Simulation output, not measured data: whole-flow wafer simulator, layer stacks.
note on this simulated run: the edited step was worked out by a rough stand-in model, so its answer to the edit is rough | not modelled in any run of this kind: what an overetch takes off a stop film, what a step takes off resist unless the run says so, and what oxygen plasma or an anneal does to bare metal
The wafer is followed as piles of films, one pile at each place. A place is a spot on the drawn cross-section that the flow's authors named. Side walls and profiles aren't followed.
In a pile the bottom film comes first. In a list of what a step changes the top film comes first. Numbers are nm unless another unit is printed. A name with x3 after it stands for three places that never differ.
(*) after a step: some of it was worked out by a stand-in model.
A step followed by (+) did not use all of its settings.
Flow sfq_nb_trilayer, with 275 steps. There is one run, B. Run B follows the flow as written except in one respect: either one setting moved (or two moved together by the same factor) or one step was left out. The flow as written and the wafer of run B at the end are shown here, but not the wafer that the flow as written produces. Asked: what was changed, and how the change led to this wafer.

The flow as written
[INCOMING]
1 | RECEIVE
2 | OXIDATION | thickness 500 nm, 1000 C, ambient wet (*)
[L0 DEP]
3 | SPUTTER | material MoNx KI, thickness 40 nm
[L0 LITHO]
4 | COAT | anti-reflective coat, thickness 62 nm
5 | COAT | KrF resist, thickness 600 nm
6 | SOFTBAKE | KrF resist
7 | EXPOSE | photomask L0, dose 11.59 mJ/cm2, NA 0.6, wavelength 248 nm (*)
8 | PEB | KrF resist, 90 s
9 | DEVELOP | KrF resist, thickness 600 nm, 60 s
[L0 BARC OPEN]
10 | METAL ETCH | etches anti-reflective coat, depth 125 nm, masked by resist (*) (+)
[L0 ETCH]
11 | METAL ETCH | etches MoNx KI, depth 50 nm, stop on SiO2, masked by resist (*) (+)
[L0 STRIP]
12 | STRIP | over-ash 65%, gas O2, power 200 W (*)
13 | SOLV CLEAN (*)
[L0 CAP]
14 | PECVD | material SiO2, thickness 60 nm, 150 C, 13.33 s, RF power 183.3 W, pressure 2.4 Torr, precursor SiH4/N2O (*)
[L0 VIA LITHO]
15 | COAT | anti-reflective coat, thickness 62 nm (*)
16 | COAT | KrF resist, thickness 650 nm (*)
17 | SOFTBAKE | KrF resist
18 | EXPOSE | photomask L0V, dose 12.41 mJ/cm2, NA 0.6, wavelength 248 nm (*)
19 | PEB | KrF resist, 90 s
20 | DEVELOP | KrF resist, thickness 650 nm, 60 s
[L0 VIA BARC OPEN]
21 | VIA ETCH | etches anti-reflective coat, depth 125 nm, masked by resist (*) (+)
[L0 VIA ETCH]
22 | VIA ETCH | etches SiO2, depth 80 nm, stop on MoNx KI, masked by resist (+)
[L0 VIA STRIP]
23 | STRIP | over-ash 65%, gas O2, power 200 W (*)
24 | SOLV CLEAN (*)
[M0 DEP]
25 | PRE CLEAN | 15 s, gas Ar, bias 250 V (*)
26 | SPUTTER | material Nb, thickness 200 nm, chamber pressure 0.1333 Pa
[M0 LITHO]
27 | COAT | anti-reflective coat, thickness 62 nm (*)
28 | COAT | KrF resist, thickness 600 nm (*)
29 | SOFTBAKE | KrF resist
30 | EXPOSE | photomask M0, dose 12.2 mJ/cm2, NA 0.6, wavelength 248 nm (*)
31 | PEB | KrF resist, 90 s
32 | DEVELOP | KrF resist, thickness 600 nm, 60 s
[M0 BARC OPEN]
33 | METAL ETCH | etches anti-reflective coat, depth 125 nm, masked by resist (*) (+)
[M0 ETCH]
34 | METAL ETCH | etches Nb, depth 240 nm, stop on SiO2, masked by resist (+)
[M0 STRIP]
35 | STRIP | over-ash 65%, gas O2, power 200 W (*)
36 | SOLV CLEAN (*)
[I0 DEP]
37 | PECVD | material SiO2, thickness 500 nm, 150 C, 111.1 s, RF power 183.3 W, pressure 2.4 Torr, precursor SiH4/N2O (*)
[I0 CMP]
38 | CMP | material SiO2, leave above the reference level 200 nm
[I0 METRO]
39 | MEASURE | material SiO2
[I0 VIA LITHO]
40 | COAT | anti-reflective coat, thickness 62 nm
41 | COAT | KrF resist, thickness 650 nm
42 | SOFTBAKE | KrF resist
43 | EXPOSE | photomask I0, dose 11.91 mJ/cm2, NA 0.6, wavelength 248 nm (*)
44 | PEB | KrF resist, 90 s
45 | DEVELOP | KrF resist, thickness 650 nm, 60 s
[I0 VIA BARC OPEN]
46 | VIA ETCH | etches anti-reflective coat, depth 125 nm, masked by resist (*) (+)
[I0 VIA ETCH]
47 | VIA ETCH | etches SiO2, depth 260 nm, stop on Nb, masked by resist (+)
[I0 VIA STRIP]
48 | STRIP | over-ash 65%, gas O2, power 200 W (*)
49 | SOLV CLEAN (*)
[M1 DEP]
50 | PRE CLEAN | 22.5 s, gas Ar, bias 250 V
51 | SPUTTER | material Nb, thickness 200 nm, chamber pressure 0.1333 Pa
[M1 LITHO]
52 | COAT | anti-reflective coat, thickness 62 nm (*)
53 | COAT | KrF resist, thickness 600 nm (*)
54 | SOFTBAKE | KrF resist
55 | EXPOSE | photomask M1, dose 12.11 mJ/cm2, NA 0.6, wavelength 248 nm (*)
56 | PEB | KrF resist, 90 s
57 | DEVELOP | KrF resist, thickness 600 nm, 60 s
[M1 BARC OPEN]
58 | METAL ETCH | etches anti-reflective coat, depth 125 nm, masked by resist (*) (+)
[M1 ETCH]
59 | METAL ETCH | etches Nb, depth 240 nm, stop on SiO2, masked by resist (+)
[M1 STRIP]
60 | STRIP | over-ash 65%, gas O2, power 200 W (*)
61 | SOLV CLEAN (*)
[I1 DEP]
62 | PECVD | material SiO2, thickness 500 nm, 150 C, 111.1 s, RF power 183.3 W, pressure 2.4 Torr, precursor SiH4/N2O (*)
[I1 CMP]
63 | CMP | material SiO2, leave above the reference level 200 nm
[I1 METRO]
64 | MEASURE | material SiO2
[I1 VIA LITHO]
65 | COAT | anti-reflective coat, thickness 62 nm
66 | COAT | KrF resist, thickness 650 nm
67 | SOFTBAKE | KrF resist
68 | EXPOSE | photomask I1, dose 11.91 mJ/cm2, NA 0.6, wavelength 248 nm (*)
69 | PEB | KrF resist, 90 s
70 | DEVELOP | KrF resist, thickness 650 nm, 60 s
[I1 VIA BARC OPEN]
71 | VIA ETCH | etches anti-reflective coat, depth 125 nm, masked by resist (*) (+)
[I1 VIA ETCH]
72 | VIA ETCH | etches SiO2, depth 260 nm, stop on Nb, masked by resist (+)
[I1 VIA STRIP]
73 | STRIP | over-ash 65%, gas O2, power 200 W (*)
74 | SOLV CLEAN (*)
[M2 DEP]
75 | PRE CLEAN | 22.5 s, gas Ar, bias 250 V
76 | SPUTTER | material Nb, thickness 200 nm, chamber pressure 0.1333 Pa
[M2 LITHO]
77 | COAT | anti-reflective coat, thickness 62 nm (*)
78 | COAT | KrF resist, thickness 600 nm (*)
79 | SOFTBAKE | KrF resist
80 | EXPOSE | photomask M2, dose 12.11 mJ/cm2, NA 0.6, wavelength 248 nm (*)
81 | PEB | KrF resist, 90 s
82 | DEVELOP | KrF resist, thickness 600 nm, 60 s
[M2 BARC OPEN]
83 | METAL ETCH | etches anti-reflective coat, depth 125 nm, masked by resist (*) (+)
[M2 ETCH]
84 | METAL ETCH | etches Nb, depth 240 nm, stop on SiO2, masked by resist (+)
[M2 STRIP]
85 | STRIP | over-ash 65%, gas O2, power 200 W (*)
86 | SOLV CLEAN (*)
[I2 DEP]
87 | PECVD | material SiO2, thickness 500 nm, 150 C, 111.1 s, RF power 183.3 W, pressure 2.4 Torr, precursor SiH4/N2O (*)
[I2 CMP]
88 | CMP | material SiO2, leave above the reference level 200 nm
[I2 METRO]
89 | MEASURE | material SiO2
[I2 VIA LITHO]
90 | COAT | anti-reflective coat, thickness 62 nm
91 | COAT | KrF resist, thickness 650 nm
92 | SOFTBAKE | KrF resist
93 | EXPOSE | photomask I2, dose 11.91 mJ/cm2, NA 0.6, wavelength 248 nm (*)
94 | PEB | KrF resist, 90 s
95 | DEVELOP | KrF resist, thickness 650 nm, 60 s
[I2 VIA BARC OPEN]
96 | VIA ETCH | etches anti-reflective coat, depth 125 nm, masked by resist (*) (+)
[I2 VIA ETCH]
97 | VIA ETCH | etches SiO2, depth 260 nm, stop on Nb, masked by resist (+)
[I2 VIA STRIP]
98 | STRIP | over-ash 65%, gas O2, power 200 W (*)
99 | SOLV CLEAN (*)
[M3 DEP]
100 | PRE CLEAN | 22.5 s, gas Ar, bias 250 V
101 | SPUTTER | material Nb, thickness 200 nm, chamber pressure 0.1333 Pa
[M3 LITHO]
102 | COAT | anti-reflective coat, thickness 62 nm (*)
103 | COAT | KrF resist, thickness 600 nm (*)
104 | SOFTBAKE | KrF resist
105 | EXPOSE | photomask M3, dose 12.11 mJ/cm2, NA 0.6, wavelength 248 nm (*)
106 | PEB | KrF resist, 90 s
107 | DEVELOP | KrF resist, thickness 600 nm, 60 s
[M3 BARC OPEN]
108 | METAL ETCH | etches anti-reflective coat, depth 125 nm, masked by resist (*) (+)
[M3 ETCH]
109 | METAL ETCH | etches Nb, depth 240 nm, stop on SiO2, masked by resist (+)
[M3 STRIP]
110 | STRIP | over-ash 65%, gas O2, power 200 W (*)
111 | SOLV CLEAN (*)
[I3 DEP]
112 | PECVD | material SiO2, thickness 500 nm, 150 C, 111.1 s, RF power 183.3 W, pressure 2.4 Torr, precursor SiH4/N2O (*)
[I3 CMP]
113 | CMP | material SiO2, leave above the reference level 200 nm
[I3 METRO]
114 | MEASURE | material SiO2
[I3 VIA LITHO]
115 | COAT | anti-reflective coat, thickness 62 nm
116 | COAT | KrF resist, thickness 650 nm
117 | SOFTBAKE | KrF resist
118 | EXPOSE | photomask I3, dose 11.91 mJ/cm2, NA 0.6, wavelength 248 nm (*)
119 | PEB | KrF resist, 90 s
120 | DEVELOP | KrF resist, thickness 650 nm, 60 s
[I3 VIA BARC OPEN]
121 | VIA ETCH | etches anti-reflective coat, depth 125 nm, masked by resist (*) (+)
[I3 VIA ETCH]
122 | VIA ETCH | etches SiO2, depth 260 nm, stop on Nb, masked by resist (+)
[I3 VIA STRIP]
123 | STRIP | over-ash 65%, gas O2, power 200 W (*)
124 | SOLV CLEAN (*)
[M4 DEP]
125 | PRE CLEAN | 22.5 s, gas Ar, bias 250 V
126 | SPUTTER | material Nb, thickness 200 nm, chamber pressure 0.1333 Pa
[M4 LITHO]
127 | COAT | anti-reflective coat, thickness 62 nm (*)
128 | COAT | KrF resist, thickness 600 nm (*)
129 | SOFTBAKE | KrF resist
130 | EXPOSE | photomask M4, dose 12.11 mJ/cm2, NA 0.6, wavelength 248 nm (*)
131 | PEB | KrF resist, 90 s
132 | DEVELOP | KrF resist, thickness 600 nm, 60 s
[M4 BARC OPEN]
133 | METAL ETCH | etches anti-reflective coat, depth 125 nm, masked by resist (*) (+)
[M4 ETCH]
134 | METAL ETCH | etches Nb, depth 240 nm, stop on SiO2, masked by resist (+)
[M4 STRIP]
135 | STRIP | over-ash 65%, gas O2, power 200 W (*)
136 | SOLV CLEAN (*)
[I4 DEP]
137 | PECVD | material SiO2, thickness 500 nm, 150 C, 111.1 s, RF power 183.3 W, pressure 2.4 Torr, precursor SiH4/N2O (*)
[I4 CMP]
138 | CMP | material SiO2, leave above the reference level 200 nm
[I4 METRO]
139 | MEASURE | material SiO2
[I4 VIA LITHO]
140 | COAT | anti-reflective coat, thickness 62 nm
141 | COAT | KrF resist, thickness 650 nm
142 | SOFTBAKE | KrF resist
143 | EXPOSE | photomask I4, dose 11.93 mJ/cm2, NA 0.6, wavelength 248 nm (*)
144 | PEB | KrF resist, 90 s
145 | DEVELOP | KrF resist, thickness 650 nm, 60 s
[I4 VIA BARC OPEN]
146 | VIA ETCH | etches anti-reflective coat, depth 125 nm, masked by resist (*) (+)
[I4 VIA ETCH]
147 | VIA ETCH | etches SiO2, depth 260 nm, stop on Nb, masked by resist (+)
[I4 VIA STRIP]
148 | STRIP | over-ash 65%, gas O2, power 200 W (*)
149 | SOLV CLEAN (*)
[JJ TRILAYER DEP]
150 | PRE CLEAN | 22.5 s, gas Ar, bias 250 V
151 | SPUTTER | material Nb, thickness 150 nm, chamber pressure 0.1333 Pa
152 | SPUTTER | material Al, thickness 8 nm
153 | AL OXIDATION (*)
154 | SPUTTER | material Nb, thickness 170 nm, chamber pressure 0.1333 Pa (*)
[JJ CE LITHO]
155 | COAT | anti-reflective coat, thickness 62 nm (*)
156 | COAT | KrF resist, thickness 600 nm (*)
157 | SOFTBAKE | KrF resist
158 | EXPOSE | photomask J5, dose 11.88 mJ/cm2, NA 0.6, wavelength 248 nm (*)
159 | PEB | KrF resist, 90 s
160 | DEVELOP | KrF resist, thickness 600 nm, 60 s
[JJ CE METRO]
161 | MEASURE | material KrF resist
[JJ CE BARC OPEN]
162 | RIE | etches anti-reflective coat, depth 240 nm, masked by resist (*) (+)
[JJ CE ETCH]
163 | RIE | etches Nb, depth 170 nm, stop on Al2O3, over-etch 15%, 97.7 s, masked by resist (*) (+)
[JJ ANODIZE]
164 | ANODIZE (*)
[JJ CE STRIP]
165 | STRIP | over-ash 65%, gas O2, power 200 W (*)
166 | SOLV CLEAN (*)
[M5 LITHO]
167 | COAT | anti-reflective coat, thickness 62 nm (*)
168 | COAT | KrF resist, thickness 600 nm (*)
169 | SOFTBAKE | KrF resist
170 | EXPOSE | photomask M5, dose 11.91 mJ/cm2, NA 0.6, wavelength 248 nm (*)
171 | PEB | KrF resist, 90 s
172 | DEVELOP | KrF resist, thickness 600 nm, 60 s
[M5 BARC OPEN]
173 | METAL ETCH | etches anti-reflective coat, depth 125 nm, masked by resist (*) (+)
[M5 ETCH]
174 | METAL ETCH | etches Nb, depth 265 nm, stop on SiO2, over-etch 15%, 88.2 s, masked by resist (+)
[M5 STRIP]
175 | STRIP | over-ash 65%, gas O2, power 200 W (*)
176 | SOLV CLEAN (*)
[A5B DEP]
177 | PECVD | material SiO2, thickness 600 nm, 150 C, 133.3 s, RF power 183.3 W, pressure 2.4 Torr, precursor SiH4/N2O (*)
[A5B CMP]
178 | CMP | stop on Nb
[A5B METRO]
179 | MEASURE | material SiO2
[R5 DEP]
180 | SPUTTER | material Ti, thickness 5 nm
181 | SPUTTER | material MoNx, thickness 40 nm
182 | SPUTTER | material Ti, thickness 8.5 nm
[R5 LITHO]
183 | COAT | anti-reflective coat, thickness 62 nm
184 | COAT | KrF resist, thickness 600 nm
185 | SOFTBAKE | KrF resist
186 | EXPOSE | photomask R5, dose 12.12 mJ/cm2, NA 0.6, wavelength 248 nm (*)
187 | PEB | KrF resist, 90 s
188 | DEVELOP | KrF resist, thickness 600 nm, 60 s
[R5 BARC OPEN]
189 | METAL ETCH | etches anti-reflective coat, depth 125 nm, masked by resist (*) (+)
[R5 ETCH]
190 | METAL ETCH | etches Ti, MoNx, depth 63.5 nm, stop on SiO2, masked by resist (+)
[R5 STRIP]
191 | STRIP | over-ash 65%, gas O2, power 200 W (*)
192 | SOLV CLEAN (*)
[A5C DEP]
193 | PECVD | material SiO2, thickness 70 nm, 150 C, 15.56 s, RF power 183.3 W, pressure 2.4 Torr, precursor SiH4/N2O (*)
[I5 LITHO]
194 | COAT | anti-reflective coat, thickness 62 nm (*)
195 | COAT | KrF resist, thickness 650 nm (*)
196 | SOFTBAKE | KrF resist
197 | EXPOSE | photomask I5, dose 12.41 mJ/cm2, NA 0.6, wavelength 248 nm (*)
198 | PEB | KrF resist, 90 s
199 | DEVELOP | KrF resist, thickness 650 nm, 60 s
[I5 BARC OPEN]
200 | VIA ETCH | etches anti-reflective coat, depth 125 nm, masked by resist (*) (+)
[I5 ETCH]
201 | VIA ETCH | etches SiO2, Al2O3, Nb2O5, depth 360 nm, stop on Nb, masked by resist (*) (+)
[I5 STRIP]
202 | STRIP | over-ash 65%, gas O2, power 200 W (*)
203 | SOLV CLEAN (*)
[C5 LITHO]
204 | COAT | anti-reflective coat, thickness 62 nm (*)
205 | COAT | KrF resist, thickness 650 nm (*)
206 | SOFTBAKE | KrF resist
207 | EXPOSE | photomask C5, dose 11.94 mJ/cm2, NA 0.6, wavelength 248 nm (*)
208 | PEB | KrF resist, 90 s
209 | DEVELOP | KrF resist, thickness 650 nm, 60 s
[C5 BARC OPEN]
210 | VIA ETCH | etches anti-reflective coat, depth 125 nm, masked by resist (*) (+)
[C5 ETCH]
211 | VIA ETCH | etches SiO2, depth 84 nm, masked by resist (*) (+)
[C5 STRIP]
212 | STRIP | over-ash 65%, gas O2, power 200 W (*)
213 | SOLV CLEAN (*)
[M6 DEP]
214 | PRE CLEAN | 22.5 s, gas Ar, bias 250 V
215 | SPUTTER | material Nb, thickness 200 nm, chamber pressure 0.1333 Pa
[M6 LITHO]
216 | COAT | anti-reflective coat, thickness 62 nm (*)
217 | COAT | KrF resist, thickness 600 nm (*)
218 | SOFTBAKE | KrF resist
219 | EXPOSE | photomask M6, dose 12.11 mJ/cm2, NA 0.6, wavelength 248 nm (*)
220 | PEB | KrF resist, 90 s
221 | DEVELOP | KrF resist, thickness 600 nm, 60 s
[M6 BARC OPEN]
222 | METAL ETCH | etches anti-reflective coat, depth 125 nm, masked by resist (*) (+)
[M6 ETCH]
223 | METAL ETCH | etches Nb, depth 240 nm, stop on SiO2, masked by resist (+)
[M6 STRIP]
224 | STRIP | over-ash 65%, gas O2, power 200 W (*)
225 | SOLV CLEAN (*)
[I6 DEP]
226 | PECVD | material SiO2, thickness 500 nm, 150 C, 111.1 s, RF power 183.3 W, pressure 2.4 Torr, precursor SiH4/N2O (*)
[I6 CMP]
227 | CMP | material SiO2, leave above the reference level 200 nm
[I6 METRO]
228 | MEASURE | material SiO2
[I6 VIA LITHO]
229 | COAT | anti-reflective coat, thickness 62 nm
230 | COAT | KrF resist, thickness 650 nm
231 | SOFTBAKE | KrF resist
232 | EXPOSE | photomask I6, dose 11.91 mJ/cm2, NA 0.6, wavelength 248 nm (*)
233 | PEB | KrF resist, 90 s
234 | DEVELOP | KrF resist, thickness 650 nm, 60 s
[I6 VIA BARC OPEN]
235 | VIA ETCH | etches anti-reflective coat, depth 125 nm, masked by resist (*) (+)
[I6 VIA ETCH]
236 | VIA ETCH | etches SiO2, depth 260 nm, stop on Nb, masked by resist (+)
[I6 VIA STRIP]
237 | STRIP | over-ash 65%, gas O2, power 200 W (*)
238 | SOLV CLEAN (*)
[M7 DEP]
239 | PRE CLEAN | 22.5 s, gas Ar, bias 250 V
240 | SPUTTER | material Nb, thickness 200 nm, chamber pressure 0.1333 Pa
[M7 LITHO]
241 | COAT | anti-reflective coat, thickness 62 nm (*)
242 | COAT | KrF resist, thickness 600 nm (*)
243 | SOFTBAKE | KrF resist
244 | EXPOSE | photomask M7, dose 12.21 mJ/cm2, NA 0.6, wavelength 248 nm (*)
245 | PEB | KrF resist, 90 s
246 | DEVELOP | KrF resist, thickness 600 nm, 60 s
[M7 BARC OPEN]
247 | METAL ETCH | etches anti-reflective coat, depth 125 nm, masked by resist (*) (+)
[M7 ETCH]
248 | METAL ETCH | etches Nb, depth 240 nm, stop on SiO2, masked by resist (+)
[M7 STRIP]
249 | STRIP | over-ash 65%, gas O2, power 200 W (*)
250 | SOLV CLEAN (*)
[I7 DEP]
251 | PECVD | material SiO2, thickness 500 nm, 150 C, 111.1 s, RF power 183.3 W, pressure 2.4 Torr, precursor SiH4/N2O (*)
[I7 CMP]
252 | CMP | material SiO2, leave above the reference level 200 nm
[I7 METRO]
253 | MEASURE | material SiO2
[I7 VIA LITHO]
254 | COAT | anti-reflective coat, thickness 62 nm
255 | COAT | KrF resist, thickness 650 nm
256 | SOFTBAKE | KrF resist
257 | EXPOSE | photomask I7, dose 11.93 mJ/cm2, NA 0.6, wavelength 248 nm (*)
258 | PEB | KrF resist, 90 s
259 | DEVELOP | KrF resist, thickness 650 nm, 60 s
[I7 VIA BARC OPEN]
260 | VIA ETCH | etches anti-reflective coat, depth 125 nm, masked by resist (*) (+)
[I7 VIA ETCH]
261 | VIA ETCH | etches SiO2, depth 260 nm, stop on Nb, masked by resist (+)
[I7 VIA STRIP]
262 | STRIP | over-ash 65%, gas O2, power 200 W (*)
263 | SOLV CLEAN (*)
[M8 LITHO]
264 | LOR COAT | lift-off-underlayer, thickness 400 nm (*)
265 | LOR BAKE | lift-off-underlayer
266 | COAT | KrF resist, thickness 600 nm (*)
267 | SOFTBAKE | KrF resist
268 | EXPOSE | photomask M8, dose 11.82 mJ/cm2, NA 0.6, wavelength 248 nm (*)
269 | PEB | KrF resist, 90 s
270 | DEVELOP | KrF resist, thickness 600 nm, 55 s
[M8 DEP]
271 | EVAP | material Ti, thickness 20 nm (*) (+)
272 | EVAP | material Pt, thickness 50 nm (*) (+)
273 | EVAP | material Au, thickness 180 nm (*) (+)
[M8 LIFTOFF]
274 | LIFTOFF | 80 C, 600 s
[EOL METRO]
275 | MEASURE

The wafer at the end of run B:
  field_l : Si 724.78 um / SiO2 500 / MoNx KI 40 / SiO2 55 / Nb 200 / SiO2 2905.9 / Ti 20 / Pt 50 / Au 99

What caused this: step 273, EVAP: thickness 99 nm was run, while the flow as written has thickness 180 nm.
The wafer lets one read it off: field_l has Au 99, and step 273 as written asks for 180 nm.

Step by step, how the change led to this:
  273 | EVAP | material Au, thickness 180 nm (*) (+)
      field_l, v_sur, via_wl and 103 more: +99 Au (new film) (as written it would have been: +180 Au (new film))
  274 | LIFTOFF | 80 C, 600 s
      p4_fl, p4_fm, p4_w1 and 71 more: -99 Au (all of it), -50 Pt (all of it), -20 Ti (all of it), -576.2 KrF resist (all of it), -400 lift-off-underlayer (all of it) (as written it would have been: -180 Au (all of it), -50 Pt (all of it), -20 Ti (all of it), -576.2 KrF resist (all of it), -400 lift-off-underlayer (all of it))
      c5j, ce_r: -99 Au (all of it), -50 Pt (all of it), -20 Ti (all of it), -573.3 KrF resist (all of it), -399.3 lift-off-underlayer (all of it) (as written it would have been: -180 Au (all of it), -50 Pt (all of it), -20 Ti (all of it), -573.3 KrF resist (all of it), -399.3 lift-off-underlayer (all of it))
      (as well as at 19 more places)
